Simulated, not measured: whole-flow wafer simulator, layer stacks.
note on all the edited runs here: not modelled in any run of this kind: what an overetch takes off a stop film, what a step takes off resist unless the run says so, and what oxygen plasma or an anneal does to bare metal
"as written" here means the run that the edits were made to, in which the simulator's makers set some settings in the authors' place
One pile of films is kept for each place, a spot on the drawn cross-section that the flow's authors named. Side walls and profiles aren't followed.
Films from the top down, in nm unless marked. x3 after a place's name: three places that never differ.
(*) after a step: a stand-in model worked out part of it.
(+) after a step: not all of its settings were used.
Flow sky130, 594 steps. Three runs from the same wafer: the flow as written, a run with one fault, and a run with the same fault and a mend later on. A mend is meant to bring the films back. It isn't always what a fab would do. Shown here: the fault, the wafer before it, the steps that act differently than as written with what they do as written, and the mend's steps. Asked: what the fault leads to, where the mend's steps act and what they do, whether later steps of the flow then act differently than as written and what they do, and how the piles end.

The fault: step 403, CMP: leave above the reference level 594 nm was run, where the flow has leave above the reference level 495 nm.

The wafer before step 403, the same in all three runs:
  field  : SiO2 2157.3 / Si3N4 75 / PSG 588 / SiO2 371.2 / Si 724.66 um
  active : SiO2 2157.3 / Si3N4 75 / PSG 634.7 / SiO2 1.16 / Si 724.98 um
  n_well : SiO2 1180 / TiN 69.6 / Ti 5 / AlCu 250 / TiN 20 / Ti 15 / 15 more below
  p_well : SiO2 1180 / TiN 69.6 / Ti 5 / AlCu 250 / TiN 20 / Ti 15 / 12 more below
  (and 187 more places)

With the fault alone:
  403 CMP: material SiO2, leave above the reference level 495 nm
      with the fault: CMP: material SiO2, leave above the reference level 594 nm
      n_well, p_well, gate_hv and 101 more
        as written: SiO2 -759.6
        with the fault: SiO2 -660.6
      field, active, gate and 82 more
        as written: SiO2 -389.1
        with the fault: SiO2 -290.1
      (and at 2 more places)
  Later steps of the flow that act differently than as written (1 more step differs only slightly, by at most 2% or 0.5 nm, whichever is larger, and isn't shown):
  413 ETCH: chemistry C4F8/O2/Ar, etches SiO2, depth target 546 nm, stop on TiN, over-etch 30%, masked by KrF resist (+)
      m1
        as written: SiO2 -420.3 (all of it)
        with the fault: SiO2 -519.3 (all of it)
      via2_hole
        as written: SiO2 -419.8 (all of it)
        with the fault: SiO2 -518.8 (all of it)
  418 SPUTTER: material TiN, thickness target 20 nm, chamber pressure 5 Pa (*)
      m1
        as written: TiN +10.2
        with the fault: TiN +8.95
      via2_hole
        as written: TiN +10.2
        with the fault: TiN +8.94
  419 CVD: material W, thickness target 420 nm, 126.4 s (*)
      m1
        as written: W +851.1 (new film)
        with the fault: W +951.4 (new film)
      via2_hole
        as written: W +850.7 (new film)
        with the fault: W +950.9 (new film)
  At the end the piles differ from the flow's by more than 2% or 0.5 nm, whichever is larger, at field, active, n_well and 190 more.
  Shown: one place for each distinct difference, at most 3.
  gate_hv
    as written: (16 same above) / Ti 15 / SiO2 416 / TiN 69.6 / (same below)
    with the fault: (16 same above) / Ti 15 / SiO2 515 / TiN 69.6 / (same below)
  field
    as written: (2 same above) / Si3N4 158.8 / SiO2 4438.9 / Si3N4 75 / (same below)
    with the fault: (2 same above) / Si3N4 158.8 / SiO2 4537.9 / Si3N4 75 / (same below)
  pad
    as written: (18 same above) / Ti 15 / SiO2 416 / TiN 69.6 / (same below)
    with the fault: (18 same above) / Ti 15 / SiO2 515 / TiN 69.6 / (same below)

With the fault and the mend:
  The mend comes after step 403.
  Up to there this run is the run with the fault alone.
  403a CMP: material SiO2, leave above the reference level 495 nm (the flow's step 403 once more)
      field, active, n_well and 188 more
        SiO2 -99
  No later step of the flow acts differently than as written at any place that is followed.
  At the end the piles are the same as the flow's at every place that both follow.
